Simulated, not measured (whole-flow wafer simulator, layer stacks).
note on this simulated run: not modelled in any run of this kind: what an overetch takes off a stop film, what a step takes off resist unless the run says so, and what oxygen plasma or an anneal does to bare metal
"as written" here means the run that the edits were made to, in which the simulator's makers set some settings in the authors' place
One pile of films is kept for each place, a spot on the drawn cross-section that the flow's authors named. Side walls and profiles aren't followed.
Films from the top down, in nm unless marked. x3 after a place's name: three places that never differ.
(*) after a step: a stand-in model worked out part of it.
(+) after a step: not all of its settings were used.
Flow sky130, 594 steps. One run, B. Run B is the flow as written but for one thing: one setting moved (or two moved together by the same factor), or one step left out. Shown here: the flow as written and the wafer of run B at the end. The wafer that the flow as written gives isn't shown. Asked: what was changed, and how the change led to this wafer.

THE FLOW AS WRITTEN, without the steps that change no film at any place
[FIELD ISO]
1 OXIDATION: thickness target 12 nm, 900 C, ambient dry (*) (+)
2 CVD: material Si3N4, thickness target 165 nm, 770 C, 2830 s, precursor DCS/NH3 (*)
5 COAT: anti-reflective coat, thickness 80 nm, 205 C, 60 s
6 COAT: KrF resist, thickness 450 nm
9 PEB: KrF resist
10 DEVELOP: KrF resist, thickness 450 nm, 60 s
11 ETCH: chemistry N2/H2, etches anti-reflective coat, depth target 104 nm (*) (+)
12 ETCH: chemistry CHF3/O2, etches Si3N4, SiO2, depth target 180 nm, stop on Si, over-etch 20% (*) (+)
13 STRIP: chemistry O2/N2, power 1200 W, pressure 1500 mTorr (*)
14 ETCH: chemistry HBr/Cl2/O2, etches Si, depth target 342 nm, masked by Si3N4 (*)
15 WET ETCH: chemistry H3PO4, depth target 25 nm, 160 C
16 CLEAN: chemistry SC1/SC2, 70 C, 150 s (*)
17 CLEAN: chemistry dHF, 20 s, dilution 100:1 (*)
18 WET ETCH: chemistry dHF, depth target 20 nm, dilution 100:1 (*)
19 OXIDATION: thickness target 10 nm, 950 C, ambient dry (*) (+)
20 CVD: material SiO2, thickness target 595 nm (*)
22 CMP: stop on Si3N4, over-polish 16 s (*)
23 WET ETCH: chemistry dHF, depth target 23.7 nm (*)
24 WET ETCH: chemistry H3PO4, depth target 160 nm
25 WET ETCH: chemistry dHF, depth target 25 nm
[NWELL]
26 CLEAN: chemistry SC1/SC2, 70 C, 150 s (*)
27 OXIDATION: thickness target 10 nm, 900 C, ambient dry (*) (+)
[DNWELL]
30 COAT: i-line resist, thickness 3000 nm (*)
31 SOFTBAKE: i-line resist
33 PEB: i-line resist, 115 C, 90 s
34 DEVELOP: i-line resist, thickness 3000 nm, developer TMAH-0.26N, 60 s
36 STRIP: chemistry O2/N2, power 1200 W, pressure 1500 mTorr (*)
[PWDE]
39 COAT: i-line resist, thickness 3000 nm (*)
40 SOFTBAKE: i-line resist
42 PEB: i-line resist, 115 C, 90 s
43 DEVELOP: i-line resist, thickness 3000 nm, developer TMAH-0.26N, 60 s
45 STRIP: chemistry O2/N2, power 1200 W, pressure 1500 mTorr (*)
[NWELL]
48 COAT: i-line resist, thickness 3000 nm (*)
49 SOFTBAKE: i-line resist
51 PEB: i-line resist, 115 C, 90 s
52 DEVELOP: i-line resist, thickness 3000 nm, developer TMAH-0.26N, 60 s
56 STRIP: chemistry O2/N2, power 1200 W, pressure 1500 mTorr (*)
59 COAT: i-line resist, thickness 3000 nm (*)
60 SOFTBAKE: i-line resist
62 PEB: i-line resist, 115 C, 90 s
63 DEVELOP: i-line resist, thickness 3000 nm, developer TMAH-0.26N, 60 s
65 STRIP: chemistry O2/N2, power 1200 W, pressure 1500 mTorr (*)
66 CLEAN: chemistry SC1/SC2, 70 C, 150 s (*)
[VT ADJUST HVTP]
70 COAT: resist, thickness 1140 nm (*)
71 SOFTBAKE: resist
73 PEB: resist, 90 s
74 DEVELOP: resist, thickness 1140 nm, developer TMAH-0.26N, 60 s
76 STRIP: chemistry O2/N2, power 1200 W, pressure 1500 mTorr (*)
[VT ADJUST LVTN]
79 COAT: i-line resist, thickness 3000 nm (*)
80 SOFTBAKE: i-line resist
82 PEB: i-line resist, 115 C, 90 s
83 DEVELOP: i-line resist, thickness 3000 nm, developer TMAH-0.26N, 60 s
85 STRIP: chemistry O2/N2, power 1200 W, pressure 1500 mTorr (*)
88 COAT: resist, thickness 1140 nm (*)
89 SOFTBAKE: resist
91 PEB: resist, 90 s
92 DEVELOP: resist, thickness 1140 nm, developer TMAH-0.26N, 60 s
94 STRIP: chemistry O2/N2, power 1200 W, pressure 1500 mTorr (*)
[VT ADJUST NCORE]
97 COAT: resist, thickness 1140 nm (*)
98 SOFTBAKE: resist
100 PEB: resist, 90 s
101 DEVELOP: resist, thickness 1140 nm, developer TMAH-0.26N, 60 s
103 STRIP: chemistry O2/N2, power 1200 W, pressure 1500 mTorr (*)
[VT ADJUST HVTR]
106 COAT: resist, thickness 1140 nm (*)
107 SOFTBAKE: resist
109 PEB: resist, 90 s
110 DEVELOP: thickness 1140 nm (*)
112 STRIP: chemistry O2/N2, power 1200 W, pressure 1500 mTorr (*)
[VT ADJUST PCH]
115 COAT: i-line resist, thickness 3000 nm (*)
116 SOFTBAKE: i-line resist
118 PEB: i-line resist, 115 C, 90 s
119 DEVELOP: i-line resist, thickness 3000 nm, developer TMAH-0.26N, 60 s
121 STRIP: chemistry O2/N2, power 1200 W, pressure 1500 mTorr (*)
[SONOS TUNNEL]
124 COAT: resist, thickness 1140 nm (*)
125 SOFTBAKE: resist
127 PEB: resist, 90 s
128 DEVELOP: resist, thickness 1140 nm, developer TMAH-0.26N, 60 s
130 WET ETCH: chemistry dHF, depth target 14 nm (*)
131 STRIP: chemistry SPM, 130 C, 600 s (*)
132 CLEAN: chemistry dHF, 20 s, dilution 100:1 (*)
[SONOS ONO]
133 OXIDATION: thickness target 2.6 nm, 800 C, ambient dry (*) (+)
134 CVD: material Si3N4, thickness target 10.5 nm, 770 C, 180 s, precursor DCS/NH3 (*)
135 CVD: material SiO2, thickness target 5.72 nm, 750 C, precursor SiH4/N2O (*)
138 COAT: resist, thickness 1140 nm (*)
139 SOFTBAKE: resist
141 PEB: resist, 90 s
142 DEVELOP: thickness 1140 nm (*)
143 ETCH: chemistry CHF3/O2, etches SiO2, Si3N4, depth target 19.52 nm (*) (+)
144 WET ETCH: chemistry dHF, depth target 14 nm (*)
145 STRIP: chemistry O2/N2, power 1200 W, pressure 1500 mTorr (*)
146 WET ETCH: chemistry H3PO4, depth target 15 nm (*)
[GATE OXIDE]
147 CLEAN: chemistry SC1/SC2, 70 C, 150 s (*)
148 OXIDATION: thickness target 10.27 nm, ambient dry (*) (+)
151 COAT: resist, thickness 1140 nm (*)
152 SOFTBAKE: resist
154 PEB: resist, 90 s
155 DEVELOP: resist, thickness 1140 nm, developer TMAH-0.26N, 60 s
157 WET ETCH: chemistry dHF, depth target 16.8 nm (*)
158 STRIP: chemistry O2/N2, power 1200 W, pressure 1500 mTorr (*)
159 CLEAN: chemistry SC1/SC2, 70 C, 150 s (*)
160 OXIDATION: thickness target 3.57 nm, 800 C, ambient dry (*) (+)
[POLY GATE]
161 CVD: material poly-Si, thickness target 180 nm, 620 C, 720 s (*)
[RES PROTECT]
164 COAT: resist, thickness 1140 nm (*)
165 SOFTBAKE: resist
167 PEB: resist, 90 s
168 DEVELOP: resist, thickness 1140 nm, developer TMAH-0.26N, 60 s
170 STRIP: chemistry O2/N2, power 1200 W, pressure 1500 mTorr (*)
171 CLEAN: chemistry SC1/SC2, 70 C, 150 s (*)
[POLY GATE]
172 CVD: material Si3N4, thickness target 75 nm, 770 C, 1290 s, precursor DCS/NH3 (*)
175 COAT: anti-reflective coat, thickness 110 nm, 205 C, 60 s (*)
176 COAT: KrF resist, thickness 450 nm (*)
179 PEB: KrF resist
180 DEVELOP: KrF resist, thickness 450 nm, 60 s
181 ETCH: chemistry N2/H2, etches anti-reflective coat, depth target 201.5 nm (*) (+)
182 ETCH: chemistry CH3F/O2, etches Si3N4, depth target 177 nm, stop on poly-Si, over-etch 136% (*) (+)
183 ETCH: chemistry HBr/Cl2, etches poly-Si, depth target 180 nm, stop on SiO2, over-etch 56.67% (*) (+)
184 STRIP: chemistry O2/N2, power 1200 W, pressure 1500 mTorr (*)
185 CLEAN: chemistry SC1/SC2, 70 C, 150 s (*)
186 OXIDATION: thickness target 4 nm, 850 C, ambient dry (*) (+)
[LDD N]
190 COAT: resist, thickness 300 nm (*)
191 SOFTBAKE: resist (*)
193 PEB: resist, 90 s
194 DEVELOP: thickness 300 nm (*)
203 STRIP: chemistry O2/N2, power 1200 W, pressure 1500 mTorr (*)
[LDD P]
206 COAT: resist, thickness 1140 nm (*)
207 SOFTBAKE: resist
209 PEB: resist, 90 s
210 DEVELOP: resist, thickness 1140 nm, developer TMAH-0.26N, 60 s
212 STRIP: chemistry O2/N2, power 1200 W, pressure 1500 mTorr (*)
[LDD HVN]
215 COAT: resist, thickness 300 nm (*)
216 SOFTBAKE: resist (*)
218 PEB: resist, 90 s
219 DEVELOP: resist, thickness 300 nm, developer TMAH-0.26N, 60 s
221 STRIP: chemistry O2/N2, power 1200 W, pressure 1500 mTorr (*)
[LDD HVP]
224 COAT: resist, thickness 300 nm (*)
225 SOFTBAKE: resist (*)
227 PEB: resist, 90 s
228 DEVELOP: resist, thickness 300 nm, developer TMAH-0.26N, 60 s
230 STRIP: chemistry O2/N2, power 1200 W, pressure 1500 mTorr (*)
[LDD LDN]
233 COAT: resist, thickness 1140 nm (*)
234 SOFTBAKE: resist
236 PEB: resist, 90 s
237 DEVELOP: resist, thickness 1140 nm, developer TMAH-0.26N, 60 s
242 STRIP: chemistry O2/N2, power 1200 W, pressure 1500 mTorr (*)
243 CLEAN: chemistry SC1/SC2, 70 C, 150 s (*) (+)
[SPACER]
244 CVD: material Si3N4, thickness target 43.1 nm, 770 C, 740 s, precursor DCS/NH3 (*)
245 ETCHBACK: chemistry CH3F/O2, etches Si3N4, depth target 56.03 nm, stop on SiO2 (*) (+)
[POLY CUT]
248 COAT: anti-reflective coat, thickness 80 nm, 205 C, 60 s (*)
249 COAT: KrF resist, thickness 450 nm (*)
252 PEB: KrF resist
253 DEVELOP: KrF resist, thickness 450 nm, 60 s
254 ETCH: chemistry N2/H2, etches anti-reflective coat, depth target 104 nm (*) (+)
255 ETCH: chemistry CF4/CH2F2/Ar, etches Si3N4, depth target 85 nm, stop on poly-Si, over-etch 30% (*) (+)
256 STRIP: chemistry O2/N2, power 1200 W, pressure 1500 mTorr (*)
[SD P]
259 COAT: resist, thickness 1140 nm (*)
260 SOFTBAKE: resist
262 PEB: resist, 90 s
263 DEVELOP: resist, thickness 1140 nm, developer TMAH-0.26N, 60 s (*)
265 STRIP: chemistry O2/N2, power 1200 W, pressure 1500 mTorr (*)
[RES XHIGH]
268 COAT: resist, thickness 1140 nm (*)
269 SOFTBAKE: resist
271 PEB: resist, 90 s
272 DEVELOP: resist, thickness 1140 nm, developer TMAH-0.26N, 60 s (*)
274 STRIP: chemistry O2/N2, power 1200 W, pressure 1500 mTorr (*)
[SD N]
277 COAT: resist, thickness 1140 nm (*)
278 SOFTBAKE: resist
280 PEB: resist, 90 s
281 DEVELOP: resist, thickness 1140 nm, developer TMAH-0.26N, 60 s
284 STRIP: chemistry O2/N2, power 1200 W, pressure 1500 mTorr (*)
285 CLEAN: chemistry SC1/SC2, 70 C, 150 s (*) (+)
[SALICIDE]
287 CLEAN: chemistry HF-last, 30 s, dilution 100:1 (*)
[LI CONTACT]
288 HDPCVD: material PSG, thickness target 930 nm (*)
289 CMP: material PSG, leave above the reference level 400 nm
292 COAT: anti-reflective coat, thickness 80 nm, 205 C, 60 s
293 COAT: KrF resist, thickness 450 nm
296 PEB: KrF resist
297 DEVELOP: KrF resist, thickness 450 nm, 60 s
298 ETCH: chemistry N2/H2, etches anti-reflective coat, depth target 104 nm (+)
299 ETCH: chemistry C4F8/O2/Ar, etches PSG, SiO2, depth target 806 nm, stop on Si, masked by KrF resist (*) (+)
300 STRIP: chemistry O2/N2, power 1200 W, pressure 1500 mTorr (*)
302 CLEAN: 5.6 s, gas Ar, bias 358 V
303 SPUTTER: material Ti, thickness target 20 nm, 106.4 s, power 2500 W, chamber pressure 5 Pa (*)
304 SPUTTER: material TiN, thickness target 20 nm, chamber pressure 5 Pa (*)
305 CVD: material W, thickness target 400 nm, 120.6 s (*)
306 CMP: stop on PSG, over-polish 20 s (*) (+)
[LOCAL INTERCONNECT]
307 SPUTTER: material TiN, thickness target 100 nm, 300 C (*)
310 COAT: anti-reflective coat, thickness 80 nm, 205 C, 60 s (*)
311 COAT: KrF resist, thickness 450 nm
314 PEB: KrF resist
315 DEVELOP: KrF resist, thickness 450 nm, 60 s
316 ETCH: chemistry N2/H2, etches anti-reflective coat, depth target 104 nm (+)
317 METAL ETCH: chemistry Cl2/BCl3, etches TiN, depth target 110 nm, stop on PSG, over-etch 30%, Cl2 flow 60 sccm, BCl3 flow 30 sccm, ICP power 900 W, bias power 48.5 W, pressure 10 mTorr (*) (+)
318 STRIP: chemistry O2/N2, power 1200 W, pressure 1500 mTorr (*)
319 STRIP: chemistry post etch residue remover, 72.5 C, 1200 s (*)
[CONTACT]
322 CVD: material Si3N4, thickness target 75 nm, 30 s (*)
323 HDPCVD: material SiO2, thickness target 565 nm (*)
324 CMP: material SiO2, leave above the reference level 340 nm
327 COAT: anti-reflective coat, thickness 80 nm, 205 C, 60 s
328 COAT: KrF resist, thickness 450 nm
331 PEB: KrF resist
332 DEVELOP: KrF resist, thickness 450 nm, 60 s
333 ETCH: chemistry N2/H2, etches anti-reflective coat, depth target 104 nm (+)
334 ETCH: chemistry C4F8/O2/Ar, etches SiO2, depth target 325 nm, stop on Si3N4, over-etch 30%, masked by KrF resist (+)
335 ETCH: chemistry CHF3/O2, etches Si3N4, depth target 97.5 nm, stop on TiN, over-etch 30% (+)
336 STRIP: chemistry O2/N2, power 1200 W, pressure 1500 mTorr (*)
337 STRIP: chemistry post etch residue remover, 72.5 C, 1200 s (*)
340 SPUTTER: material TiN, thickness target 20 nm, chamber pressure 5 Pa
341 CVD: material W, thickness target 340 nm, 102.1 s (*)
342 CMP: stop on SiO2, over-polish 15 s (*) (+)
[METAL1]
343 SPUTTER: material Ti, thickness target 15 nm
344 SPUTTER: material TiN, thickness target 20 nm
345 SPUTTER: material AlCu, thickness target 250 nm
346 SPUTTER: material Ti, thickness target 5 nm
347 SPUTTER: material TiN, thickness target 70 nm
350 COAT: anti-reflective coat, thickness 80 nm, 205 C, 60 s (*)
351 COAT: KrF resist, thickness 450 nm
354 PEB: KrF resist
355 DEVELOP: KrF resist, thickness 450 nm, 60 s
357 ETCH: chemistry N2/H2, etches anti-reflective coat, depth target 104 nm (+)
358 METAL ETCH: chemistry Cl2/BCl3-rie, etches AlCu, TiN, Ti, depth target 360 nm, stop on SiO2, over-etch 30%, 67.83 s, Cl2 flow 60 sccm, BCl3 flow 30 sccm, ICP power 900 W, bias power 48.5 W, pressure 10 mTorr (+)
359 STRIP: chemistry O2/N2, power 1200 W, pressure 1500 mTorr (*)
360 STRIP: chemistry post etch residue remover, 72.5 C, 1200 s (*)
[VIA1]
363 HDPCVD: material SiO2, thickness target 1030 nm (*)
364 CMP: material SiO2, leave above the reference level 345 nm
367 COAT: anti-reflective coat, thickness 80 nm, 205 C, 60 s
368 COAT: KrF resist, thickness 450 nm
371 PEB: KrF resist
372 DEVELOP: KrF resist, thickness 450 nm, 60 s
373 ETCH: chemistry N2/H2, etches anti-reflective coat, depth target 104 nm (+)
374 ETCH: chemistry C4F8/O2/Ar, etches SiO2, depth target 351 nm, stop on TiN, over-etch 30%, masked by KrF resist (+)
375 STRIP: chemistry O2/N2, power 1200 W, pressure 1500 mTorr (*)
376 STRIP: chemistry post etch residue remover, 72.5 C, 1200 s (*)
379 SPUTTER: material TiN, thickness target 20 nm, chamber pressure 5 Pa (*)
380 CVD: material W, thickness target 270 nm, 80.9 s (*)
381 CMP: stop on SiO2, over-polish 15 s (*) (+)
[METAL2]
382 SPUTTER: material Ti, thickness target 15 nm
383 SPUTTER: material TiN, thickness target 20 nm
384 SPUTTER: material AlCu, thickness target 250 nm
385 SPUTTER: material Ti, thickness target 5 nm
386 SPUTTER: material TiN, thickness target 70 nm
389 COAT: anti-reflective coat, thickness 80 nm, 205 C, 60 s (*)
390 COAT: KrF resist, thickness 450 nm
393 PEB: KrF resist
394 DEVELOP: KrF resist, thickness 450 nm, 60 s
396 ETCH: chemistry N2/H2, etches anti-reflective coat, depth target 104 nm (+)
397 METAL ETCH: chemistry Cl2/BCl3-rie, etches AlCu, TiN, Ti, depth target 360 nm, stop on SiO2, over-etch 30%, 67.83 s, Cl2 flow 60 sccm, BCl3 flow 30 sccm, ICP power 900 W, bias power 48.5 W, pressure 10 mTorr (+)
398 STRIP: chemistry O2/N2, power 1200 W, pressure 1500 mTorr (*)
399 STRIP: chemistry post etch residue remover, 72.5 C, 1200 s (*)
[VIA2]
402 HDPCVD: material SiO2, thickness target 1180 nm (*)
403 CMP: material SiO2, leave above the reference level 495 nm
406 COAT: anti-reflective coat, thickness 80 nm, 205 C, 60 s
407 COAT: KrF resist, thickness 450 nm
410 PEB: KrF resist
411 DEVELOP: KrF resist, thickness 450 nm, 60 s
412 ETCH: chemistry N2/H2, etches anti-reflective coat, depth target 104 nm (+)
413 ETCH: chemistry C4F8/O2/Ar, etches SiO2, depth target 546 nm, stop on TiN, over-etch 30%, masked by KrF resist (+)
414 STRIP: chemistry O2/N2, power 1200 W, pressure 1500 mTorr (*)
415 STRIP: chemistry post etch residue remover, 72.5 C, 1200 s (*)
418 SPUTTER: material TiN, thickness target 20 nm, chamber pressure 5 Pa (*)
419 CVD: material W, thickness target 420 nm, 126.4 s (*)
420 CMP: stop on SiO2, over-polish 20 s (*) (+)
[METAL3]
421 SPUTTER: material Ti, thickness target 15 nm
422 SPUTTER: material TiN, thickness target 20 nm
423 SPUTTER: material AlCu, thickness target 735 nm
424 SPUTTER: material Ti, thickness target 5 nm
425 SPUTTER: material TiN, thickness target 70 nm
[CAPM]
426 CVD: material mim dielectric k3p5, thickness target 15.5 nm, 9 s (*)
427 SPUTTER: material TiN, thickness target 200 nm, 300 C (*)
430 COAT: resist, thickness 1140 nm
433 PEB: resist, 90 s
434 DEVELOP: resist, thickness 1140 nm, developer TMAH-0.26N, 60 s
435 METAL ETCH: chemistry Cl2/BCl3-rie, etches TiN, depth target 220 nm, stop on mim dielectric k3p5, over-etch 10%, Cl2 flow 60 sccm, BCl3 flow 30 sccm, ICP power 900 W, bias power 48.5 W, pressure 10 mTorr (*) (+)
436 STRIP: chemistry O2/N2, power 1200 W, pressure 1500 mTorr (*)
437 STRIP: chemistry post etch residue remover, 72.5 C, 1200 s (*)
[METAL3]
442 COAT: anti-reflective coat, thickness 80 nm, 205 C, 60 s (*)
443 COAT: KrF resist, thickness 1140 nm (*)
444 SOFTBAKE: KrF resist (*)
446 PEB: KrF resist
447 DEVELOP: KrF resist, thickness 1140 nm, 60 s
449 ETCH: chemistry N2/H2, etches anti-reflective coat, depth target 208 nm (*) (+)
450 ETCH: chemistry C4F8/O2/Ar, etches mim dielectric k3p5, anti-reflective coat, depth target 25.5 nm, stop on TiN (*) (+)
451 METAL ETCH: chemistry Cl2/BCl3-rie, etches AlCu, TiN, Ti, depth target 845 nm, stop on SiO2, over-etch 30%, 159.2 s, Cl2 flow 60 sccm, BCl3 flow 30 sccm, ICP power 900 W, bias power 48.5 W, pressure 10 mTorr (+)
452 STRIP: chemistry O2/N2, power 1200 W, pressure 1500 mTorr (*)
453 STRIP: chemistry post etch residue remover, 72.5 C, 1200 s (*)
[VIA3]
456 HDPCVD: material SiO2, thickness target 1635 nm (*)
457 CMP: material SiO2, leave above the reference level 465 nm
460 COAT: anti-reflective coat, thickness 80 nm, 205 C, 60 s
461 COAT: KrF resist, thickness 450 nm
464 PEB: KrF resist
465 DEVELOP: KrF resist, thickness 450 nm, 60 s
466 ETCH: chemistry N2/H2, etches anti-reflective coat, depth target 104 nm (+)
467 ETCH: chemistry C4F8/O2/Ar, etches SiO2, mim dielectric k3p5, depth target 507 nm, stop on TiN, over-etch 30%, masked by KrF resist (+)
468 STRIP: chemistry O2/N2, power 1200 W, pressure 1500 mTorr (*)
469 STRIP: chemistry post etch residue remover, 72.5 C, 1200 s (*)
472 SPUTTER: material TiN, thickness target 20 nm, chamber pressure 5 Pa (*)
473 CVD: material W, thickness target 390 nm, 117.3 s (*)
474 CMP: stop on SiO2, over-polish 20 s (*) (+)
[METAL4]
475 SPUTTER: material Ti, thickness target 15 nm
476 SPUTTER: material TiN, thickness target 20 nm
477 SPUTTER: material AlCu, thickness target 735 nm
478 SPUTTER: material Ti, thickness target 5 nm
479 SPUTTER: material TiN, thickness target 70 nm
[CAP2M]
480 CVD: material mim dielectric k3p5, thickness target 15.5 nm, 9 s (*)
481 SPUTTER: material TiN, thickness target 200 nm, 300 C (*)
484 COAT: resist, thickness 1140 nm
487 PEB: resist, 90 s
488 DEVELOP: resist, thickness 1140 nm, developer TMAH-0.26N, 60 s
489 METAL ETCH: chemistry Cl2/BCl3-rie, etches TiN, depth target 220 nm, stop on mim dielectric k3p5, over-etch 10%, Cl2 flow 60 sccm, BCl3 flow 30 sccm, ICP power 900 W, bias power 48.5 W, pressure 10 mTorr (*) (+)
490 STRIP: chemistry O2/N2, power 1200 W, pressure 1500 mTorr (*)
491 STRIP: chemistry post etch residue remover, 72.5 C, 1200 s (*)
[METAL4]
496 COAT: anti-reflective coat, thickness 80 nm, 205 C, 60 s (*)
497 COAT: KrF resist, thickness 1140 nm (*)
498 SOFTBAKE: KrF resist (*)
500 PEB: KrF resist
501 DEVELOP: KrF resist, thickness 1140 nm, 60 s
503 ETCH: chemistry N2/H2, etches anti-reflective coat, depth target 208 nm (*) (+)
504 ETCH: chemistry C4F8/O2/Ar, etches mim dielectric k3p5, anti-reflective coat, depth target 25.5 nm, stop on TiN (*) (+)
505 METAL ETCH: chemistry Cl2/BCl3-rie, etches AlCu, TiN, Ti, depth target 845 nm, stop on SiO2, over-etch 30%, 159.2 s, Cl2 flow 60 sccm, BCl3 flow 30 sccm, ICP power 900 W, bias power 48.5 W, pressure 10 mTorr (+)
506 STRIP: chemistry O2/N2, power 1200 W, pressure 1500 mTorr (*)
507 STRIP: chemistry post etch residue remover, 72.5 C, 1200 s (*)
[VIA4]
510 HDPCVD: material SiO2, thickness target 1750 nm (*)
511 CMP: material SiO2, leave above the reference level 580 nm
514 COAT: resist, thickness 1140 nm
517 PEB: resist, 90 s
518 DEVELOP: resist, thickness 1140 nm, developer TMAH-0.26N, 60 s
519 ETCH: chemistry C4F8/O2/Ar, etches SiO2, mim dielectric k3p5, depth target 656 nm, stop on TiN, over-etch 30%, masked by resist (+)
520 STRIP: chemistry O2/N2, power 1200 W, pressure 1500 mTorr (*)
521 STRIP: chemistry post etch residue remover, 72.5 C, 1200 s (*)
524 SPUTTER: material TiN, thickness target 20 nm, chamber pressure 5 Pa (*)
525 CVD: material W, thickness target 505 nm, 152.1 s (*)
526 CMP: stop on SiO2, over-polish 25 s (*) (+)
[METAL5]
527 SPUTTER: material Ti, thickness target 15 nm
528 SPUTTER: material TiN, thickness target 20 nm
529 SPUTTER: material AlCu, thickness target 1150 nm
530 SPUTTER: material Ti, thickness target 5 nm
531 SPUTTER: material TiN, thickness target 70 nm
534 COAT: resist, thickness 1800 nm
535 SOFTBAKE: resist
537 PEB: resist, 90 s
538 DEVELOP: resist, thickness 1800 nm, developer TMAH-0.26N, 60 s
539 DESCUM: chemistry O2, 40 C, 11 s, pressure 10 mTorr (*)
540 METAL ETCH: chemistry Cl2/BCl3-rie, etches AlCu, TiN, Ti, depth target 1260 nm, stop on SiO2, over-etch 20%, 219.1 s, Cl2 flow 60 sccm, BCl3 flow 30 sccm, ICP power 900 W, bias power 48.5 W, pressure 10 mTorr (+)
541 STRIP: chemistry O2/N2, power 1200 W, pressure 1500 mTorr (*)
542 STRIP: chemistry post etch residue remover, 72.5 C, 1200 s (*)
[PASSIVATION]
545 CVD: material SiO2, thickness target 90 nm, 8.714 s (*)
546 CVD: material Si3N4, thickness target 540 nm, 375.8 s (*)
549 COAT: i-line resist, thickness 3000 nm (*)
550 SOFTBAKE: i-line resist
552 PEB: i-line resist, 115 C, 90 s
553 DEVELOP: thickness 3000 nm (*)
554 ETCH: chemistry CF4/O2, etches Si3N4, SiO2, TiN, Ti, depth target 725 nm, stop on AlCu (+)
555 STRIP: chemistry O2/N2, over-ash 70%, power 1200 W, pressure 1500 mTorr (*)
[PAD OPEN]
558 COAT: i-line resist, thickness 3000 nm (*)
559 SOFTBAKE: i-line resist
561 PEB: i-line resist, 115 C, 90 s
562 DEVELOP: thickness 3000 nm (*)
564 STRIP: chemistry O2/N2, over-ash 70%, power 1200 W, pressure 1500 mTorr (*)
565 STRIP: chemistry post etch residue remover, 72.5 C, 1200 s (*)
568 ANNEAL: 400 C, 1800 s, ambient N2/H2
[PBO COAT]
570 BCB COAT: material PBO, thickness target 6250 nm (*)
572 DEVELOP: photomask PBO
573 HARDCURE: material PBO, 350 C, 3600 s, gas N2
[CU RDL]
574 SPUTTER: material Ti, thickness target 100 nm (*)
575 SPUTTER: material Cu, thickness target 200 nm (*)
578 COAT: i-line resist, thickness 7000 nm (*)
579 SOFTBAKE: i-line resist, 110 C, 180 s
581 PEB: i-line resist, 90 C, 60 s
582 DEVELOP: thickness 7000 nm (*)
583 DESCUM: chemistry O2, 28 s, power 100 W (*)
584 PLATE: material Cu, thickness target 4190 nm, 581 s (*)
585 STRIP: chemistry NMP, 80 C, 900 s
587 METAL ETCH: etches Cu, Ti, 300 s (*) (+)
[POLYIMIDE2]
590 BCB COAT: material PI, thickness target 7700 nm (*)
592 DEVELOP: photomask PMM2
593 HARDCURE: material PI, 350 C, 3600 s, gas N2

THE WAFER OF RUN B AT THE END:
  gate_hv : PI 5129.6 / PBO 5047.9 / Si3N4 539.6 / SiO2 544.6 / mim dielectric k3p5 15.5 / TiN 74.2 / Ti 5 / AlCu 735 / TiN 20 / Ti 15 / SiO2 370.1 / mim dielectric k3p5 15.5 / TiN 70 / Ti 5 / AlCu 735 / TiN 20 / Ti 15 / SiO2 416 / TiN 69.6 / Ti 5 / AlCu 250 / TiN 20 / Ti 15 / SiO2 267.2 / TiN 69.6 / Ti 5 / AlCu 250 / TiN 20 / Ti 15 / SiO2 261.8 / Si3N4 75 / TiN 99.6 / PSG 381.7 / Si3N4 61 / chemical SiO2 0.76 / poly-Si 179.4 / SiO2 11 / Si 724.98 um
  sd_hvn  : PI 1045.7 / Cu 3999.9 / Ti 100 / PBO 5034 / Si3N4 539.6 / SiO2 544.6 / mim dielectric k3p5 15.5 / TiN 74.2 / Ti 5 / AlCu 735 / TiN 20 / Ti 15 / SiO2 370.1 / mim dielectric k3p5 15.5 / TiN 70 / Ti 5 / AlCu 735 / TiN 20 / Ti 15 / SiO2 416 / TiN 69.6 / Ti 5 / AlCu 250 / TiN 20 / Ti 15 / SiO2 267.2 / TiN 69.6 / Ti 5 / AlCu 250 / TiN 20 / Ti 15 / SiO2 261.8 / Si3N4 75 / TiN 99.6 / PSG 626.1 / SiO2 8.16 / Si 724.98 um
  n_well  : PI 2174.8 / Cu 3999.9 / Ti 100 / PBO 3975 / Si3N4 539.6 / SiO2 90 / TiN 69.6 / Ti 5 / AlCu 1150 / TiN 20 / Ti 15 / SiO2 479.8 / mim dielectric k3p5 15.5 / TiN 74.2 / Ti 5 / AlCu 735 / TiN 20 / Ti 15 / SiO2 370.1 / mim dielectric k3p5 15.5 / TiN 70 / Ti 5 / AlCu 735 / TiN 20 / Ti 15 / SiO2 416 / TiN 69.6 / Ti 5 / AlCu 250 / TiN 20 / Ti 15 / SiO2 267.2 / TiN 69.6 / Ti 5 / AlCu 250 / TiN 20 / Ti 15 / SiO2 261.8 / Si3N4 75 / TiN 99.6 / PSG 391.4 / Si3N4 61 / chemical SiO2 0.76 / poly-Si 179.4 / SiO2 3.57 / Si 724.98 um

The cause: step 479, SPUTTER: thickness target 74.2 nm was run, where the flow has thickness target 70 nm.
It can be read off the wafer: gate_hv has TiN 74.2, and step 479 as written asks for 70 nm.

How the change led to this, step by step:
  479 SPUTTER: material TiN, thickness target 70 nm
      field, active, n_well and 189 more: TiN +74.2 (new film) (as written it would be: TiN +70 (new film))
  505 METAL ETCH: chemistry Cl2/BCl3-rie, etches AlCu, TiN, Ti, depth target 845 nm, stop on SiO2, over-etch 30%, 159.2 s, Cl2 flow 60 sccm, BCl3 flow 30 sccm, ICP power 900 W, bias power 48.5 W, pressure 10 mTorr (+)
      field, active, gate and 70 more: TiN -74.2 (all of it), Ti -5 (all of it), AlCu -735 (all of it), TiN -20 (all of it), Ti -15 (all of it), SiO2 -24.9 (as written it would be: TiN -70 (all of it), Ti -5 (all of it), AlCu -735 (all of it), TiN -20 (all of it), Ti -15 (all of it), SiO2 -25.4)
      vpp_iso1, mim_edge_plate, m1_ln and 12 more: TiN -74.2 (all of it), Ti -5 (all of it), AlCu -735 (all of it), TiN -20 (all of it), Ti -15 (all of it), SiO2 -24.9 (as written it would be: TiN -70 (all of it), Ti -5 (all of it), AlCu -735 (all of it), TiN -20 (all of it), Ti -15 (all of it), SiO2 -25.3)
